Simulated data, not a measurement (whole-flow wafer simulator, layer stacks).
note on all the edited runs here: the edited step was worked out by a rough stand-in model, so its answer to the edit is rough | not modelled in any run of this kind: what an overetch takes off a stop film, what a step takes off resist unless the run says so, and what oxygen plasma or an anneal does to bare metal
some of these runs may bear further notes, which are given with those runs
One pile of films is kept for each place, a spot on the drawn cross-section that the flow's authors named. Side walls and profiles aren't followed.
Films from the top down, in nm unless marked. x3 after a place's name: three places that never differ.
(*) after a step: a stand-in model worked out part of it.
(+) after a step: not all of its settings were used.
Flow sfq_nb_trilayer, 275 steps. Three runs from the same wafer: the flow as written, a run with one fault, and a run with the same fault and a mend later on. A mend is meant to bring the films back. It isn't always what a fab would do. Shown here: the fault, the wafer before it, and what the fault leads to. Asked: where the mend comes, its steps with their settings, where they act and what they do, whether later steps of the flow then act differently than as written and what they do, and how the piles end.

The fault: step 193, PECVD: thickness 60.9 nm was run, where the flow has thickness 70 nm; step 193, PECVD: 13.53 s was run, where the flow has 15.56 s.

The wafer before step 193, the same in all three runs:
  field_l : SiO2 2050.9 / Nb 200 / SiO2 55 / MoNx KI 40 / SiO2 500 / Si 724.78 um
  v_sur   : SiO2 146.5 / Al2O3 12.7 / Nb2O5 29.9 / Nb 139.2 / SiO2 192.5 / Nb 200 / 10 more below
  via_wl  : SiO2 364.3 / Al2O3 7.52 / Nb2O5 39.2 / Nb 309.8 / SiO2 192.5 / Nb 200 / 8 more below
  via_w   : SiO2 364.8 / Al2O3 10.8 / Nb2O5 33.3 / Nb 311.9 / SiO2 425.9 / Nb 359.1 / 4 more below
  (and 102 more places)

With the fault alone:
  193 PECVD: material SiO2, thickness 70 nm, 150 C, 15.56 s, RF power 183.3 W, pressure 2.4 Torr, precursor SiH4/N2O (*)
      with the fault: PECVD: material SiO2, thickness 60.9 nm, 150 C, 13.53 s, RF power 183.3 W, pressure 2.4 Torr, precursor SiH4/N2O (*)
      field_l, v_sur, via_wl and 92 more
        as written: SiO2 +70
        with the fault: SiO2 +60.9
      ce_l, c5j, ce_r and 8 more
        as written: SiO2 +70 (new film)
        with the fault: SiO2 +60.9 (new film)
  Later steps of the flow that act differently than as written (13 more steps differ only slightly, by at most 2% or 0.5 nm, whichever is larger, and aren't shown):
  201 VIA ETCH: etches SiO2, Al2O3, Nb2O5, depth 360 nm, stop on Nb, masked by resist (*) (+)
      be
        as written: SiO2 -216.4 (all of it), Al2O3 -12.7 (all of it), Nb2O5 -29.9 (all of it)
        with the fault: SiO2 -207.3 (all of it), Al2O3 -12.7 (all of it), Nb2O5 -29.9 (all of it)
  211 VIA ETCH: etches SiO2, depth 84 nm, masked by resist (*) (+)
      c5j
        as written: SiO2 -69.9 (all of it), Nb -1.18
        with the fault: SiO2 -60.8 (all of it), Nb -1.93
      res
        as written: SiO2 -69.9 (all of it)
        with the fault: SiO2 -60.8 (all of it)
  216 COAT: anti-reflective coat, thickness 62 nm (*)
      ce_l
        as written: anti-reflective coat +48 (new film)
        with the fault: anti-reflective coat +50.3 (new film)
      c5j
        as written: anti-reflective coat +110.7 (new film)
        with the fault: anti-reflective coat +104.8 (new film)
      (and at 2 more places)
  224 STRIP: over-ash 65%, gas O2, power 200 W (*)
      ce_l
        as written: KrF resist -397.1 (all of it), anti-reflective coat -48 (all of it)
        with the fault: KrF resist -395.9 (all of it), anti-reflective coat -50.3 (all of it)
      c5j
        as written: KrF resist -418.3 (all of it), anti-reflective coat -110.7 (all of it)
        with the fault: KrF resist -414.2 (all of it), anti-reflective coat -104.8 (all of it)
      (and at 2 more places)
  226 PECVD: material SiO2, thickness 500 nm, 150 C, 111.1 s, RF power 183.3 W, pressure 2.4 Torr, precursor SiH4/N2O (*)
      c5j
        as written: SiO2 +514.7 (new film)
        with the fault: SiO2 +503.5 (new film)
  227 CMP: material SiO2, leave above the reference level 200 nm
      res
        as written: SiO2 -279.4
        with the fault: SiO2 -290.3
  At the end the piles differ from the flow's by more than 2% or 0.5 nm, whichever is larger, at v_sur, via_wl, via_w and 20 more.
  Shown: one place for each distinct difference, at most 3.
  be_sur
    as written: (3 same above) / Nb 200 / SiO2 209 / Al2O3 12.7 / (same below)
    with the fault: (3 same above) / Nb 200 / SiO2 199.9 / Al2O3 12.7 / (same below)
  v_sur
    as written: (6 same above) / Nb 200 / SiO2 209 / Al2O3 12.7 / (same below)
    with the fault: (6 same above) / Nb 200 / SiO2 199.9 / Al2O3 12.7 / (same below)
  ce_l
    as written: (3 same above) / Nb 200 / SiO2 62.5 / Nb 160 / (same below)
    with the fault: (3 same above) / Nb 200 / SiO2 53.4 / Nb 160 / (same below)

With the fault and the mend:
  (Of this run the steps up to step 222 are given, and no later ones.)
  The mend comes after step 199.
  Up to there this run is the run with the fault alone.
  199a STRIP: over-ash 65%, gas O2, power 200 W (*)
      p4_fl x3, p4_w1 x9, p4_g1 x2 and 33 more
        KrF resist -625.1 (all of it), anti-reflective coat -62 (all of it)
      wl_b_m5, wl_b_sr, wl_c_sl and 12 more
        KrF resist -625 (all of it), anti-reflective coat -62 (all of it)
      field_l, v_sur, via_wl, via_w
        KrF resist -625.7 (all of it), anti-reflective coat -62.2 (all of it)
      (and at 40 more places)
  199b PECVD: material SiO2, thickness 9.1 nm, 150 C, 2.022 s, RF power 183.3 W, pressure 2.4 Torr, precursor SiH4/N2O (the flow's step 193 once more, with other settings)
      field_l, v_sur, via_wl and 103 more
        SiO2 +9.1
  199c COAT: anti-reflective coat, thickness 62 nm (*) (the flow's step 194 once more)
      p4_fl x3, p4_w1 x9, p4_g1 x2 and 50 more
        anti-reflective coat +62 (new film)
      via_wr, via_sp, via_v, wire, lsp_r, l0_sur, l0v
        anti-reflective coat +62.3 (new film)
      be, be_sur, gap, lsp_m, ln_m6
        anti-reflective coat +62.4 (new film)
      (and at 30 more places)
  199d COAT: KrF resist, thickness 650 nm (*) (the flow's step 195 once more)
      p4_fl x3, p4_w1 x9, p4_g1 x2 and 33 more
        KrF resist +650 (new film)
      wl_b_m5, wl_b_sr, wl_c_sl and 12 more
        KrF resist +649.9 (new film)
      v_sur, via_wl, via_w
        KrF resist +650.6 (new film)
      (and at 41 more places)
  199e SOFTBAKE: KrF resist (the flow's step 196 once more)
      changes no film at any place that is followed
  199f EXPOSE: photomask I5, dose 12.41 mJ/cm2, NA 0.6, wavelength 248 nm (*) (the flow's step 197 once more)
      changes no film at any place that is followed
  199g PEB: KrF resist, 90 s (the flow's step 198 once more)
      field_l, v_sur, via_wl and 87 more
        KrF resist -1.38
      jj_sur, ce_l, sp_r, moat, field_r, wl_jj
        KrF resist -1.39
      be_r, r_sur, res, r_end
        KrF resist -1.33
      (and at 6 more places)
  199h DEVELOP: KrF resist, thickness 650 nm, 60 s (the flow's step 199 once more)
      field_l, v_sur, via_wl and 102 more
        KrF resist -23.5
      be
        KrF resist -649.8 (all of it)
  No later step of the flow up to step 222 acts differently than as written, at any place that is followed, by more than 2% or 0.5 nm, whichever is larger.
  After step 222 the piles differ from the flow's only slightly at the places that both follow, by at most 2% or 0.5 nm, whichever is larger.
